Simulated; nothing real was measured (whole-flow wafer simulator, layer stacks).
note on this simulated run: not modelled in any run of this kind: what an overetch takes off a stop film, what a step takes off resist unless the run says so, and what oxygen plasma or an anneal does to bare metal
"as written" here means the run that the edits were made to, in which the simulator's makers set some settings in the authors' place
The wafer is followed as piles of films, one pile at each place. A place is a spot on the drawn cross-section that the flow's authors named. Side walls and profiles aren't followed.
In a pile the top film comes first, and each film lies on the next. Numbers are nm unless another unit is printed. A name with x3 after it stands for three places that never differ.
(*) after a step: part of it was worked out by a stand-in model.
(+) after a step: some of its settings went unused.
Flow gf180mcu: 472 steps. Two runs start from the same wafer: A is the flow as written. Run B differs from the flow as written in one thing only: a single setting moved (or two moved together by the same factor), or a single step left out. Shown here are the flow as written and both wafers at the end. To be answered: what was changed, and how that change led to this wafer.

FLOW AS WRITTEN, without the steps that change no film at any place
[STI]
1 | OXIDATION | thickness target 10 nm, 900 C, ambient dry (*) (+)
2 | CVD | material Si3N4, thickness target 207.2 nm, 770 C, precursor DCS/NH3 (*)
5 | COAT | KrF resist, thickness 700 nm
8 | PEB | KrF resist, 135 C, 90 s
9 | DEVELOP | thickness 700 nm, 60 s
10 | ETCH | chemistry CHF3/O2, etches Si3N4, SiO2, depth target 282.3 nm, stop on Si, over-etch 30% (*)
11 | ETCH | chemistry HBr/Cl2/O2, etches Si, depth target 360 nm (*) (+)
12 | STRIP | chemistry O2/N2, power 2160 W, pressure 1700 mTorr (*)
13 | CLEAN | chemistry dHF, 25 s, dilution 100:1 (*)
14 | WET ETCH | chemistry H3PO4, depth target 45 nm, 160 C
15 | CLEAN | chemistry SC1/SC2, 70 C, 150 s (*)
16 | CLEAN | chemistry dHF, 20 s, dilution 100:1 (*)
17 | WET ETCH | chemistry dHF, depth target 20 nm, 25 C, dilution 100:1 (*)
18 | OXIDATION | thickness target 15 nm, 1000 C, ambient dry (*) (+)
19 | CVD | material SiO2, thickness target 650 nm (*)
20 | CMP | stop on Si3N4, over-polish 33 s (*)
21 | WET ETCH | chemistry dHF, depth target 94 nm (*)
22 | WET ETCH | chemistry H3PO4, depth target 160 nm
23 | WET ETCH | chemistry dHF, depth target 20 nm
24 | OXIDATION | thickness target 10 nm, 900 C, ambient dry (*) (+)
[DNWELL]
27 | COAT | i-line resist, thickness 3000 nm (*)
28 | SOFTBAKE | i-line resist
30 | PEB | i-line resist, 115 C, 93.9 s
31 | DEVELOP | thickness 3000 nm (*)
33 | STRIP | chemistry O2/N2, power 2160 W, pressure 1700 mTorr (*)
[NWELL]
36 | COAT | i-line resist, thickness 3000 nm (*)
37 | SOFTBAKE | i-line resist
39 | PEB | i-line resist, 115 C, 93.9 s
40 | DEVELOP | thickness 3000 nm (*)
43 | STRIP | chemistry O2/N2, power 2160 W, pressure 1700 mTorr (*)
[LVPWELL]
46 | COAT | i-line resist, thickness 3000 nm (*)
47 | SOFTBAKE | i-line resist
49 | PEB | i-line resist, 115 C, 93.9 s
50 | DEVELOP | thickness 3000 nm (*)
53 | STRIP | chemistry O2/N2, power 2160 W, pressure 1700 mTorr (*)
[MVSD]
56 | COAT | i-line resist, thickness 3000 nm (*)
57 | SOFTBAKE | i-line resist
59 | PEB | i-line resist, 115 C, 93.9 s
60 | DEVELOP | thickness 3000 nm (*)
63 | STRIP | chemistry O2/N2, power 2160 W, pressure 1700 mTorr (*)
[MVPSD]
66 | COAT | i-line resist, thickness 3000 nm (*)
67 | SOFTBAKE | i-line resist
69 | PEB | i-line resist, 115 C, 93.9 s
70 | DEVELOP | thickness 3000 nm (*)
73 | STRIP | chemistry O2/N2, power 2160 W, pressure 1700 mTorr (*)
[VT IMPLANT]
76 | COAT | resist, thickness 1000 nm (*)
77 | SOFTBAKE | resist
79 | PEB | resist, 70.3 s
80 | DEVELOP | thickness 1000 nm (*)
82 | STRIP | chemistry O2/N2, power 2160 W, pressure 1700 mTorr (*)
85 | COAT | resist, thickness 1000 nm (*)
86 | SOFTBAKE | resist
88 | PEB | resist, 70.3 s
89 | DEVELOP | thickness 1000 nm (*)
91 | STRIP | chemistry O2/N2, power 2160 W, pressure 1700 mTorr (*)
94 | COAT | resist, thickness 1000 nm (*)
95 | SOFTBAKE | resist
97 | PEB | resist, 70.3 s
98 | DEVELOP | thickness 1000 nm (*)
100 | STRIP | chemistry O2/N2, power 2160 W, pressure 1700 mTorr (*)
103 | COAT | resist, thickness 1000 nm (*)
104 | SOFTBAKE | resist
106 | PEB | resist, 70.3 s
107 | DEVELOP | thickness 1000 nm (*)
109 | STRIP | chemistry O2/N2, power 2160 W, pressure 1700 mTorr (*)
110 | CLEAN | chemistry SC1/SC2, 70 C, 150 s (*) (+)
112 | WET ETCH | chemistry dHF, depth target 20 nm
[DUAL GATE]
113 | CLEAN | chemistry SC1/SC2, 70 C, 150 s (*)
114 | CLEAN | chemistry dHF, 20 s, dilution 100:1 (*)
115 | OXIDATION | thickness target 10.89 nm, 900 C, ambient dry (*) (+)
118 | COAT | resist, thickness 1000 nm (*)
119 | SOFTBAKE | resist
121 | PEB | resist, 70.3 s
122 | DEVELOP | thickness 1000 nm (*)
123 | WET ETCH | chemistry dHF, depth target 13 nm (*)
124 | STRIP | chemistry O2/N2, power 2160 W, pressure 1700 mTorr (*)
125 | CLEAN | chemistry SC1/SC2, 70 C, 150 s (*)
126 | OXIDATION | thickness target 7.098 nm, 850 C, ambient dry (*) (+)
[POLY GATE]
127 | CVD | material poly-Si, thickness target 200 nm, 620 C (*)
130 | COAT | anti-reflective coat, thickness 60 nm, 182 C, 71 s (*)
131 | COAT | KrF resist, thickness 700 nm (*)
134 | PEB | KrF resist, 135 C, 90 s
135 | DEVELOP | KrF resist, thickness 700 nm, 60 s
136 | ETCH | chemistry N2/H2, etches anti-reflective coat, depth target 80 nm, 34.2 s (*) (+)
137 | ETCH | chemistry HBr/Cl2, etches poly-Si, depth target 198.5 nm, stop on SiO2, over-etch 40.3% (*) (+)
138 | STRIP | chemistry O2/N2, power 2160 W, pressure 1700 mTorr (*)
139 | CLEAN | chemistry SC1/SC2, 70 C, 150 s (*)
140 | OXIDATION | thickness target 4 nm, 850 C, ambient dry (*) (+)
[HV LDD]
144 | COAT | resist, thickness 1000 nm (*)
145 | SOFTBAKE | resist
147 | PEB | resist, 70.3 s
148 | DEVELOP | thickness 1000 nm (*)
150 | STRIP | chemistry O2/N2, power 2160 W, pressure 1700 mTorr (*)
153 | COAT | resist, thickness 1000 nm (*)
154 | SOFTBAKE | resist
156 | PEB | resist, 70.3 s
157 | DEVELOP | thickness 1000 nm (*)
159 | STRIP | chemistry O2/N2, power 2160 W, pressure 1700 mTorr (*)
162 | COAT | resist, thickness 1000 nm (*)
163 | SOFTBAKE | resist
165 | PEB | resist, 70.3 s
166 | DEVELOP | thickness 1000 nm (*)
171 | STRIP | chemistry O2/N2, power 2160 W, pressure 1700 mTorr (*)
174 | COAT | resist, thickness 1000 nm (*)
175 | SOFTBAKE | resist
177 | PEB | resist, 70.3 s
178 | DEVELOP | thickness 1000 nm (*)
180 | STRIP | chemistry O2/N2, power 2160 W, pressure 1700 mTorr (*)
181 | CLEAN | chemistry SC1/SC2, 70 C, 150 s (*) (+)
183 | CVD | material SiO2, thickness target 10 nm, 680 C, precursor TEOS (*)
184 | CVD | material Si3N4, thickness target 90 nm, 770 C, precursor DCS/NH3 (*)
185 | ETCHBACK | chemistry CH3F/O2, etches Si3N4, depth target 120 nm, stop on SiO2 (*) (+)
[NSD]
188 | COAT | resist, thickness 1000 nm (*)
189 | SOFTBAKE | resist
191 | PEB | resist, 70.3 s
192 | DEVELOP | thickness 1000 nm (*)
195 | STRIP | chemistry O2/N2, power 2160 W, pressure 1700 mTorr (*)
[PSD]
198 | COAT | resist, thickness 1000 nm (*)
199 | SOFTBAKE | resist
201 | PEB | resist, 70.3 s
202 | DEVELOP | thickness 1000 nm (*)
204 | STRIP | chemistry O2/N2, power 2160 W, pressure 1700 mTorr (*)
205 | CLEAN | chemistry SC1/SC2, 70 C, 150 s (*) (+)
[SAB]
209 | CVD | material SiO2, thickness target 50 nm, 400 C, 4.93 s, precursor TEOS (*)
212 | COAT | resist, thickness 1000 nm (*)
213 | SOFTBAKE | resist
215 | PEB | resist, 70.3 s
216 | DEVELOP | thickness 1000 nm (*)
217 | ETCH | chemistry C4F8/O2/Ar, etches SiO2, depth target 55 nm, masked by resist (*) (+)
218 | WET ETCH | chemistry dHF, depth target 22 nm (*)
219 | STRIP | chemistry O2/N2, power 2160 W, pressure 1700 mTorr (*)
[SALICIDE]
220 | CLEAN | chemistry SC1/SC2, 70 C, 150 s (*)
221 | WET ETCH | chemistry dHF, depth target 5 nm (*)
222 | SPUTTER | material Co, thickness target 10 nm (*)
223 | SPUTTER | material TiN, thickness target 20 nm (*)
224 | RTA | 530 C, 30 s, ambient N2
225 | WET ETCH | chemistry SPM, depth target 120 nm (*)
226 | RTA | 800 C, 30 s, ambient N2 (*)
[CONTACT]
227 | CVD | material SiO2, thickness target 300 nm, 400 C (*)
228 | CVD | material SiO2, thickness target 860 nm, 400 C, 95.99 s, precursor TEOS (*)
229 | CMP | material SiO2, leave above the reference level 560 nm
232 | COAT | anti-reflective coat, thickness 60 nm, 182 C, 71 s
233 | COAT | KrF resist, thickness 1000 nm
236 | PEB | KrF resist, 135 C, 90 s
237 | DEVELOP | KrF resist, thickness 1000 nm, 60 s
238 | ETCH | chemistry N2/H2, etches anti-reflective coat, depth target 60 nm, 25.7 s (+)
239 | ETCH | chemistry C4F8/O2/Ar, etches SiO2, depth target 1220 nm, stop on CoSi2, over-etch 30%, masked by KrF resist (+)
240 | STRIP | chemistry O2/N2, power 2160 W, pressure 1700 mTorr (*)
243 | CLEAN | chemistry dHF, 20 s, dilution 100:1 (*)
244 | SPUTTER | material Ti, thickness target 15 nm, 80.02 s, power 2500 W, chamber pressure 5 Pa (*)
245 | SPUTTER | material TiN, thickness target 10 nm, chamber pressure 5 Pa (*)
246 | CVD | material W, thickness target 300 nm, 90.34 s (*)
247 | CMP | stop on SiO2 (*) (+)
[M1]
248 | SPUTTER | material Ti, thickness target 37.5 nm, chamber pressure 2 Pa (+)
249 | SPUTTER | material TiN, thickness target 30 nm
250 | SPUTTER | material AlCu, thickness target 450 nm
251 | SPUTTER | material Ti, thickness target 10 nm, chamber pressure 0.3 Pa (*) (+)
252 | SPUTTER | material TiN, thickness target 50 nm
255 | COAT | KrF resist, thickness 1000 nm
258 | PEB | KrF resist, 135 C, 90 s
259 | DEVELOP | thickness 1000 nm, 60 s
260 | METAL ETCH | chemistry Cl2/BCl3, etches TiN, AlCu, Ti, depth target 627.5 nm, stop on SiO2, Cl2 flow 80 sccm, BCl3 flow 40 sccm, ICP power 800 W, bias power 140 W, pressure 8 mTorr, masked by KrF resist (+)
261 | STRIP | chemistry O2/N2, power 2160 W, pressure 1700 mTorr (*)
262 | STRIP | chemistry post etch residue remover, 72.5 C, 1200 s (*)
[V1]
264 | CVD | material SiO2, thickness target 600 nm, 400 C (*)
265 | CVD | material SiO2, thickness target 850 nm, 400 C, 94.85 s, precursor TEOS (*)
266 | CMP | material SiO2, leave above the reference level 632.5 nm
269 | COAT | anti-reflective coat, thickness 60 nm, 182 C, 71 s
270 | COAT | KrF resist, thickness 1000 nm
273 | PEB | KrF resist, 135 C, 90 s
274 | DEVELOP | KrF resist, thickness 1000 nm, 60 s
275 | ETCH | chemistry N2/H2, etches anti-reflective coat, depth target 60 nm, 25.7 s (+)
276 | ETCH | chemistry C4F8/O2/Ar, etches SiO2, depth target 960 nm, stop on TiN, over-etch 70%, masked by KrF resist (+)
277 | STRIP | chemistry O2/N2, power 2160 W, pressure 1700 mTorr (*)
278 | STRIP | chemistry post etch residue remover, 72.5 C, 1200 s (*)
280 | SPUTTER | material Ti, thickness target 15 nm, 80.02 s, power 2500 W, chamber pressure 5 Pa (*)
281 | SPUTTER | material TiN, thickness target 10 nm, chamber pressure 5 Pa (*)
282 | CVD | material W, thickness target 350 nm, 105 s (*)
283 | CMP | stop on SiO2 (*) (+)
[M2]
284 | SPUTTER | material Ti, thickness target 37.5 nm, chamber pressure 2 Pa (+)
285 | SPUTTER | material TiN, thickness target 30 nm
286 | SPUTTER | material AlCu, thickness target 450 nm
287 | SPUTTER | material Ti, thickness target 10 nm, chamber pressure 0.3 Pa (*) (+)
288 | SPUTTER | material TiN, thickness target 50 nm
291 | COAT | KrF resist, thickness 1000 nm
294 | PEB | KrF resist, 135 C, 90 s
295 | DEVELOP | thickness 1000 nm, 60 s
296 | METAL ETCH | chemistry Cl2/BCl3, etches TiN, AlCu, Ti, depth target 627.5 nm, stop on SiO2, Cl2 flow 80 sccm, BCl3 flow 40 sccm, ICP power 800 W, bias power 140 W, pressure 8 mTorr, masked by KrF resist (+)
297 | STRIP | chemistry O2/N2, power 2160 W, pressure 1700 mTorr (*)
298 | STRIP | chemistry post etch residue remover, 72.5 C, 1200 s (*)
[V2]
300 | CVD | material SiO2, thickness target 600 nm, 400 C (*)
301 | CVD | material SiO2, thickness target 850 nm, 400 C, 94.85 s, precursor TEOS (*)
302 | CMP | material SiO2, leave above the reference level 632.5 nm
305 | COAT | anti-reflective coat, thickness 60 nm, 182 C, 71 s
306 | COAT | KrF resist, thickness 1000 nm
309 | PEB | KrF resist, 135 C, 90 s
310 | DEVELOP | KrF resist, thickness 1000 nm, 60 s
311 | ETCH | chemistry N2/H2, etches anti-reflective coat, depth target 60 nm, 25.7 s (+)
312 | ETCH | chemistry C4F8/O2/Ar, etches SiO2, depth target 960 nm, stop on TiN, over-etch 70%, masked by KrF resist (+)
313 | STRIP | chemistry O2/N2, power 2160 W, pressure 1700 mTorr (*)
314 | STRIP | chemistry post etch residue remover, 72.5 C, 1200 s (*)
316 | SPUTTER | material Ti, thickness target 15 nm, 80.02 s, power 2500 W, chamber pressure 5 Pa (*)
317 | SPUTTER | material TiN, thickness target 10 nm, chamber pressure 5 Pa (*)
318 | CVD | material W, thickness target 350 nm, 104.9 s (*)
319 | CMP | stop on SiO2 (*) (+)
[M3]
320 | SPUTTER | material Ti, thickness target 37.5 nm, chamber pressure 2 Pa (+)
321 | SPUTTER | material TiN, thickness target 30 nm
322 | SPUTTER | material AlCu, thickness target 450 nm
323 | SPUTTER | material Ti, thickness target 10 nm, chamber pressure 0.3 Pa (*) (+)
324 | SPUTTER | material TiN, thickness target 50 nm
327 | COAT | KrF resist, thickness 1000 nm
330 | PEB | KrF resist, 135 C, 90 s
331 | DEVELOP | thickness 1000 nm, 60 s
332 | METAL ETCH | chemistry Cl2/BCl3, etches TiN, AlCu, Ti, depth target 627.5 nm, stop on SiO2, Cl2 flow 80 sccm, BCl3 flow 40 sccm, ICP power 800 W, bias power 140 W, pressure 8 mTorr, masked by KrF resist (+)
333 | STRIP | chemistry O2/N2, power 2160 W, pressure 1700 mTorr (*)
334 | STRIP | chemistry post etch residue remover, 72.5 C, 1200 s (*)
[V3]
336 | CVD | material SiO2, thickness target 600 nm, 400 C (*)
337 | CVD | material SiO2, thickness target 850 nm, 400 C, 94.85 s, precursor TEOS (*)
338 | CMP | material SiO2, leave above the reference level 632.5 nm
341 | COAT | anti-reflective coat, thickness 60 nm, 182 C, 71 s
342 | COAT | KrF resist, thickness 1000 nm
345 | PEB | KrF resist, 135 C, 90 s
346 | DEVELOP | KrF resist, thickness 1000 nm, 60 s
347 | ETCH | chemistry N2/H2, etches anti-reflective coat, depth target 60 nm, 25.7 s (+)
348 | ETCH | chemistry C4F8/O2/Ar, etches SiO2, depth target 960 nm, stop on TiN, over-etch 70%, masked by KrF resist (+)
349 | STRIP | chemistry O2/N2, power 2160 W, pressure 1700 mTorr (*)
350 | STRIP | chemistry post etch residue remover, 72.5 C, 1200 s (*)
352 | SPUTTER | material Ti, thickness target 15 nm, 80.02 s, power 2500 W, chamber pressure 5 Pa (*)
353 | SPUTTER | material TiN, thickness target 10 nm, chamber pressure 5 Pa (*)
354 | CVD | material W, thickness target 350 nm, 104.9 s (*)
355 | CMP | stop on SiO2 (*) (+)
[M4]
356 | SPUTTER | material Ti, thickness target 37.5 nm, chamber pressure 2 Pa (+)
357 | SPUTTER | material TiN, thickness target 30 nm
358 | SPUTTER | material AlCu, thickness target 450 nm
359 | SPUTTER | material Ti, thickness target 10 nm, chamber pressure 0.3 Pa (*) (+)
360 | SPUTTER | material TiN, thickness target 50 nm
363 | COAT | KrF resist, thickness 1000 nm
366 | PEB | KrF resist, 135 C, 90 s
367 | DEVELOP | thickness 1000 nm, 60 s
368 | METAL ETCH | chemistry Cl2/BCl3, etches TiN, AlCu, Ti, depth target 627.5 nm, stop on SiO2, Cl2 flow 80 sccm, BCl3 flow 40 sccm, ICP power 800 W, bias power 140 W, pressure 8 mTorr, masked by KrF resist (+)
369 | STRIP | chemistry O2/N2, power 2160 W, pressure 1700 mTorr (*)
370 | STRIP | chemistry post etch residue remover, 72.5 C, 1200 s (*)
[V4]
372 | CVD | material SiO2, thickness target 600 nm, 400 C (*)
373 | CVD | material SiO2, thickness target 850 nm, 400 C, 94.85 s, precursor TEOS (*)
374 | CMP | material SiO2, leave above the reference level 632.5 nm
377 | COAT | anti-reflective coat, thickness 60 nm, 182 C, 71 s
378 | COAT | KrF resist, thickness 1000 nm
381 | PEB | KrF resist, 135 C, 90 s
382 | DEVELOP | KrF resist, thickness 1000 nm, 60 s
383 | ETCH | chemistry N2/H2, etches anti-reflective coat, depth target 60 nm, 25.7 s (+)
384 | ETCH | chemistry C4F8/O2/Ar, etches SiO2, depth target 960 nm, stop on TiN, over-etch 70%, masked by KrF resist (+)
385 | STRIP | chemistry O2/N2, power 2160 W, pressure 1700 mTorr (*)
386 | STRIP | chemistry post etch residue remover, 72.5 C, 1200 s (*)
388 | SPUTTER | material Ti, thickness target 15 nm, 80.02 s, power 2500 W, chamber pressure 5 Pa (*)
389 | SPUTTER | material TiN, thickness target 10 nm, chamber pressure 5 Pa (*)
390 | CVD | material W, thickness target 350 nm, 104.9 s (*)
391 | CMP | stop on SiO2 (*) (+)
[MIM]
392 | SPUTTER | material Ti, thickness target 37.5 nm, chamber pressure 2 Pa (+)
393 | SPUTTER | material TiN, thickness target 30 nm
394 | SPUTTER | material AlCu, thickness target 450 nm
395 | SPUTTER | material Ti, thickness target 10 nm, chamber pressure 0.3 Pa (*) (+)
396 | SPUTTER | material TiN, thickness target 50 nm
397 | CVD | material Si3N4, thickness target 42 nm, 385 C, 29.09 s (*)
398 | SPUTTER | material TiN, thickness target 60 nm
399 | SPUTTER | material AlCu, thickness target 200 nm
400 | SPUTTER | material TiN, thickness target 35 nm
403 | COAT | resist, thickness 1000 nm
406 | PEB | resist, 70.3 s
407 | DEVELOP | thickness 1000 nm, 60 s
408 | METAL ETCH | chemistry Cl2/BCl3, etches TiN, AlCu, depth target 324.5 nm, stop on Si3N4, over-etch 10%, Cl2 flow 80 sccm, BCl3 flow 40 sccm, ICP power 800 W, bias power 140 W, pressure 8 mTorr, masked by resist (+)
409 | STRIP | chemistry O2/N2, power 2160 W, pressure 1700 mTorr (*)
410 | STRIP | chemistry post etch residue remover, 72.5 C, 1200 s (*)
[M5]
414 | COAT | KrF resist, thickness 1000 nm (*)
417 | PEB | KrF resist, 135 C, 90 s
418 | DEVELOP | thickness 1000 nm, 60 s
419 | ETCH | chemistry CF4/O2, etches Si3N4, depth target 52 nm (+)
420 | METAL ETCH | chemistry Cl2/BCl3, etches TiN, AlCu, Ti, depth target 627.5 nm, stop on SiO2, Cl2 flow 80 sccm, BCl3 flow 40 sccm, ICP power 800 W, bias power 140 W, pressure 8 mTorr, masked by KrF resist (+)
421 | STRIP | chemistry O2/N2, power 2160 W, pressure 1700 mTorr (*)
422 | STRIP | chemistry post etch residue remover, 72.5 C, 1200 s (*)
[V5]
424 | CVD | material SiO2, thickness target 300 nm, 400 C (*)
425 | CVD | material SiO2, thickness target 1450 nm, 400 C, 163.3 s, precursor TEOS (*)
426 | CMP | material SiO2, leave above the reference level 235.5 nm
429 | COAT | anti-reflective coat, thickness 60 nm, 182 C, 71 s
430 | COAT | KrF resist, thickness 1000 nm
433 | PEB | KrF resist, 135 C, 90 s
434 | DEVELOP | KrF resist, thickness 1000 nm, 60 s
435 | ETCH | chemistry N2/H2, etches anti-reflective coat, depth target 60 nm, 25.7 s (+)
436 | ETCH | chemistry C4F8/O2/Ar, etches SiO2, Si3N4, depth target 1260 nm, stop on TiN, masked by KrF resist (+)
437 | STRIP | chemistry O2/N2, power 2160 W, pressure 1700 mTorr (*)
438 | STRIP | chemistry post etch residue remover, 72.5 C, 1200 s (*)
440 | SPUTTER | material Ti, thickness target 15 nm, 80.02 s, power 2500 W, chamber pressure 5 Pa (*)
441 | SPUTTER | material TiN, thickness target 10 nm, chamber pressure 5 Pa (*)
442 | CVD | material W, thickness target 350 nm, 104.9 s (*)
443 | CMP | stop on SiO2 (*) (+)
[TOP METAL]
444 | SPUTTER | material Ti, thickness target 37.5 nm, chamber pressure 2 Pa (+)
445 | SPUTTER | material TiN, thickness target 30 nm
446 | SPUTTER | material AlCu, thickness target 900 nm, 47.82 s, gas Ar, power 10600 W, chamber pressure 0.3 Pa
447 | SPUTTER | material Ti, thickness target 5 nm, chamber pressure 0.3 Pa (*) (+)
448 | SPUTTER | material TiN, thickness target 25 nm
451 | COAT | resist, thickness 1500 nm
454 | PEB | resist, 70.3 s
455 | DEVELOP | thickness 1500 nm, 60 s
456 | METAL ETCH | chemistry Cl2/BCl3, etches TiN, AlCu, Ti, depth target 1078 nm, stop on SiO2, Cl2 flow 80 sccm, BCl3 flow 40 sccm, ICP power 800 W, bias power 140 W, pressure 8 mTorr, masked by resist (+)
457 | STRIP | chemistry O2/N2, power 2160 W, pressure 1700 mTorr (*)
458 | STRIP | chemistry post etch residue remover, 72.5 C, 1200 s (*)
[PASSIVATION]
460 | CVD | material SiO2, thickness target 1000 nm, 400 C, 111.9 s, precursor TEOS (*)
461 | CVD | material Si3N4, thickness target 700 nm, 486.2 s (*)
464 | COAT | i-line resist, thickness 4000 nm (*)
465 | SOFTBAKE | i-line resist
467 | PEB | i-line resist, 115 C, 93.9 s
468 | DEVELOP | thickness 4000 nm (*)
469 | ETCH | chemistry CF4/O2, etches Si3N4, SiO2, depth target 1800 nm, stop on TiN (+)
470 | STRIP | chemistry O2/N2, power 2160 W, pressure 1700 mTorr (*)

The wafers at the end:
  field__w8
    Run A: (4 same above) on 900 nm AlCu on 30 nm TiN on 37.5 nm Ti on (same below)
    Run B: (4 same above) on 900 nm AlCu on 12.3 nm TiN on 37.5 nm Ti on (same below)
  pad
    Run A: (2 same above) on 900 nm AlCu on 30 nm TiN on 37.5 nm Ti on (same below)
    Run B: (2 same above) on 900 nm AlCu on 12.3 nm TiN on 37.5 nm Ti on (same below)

The reason: step 445, SPUTTER: thickness target 12.3 nm was run, though the flow has thickness target 30 nm.
The wafer itself shows it: field__w8 has TiN 12.3, and step 445 as written asks for 30 nm.

Step by step, how the change led to this:
  445 | SPUTTER | material TiN, thickness target 30 nm
      field, field__w1, field__w2 and 109 more: A +30 TiN (new film) | B +12.3 TiN (new film)
  456 | METAL ETCH | chemistry Cl2/BCl3, etches TiN, AlCu, Ti, depth target 1078 nm, stop on SiO2, Cl2 flow 80 sccm, BCl3 flow 40 sccm, ICP power 800 W, bias power 140 W, pressure 8 mTorr, masked by resist (+)
      field, field__w1, field__w2 and 103 more: A -25 TiN (all of it), -5 Ti (all of it), -900 AlCu (all of it), -30 TiN (all of it), -37.5 Ti (all of it) | B -25 TiN (all of it), -5 Ti (all of it), -900 AlCu (all of it), -12.3 TiN (all of it), -37.5 Ti (all of it)
  465 | SOFTBAKE | i-line resist
      field__w2, field_sub__w4: A +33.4 i-line resist | B +32.5 i-line resist
      field__w11, field__w13: A +37.6 i-line resist | B +36.6 i-line resist
      (and at 59 other places as well)
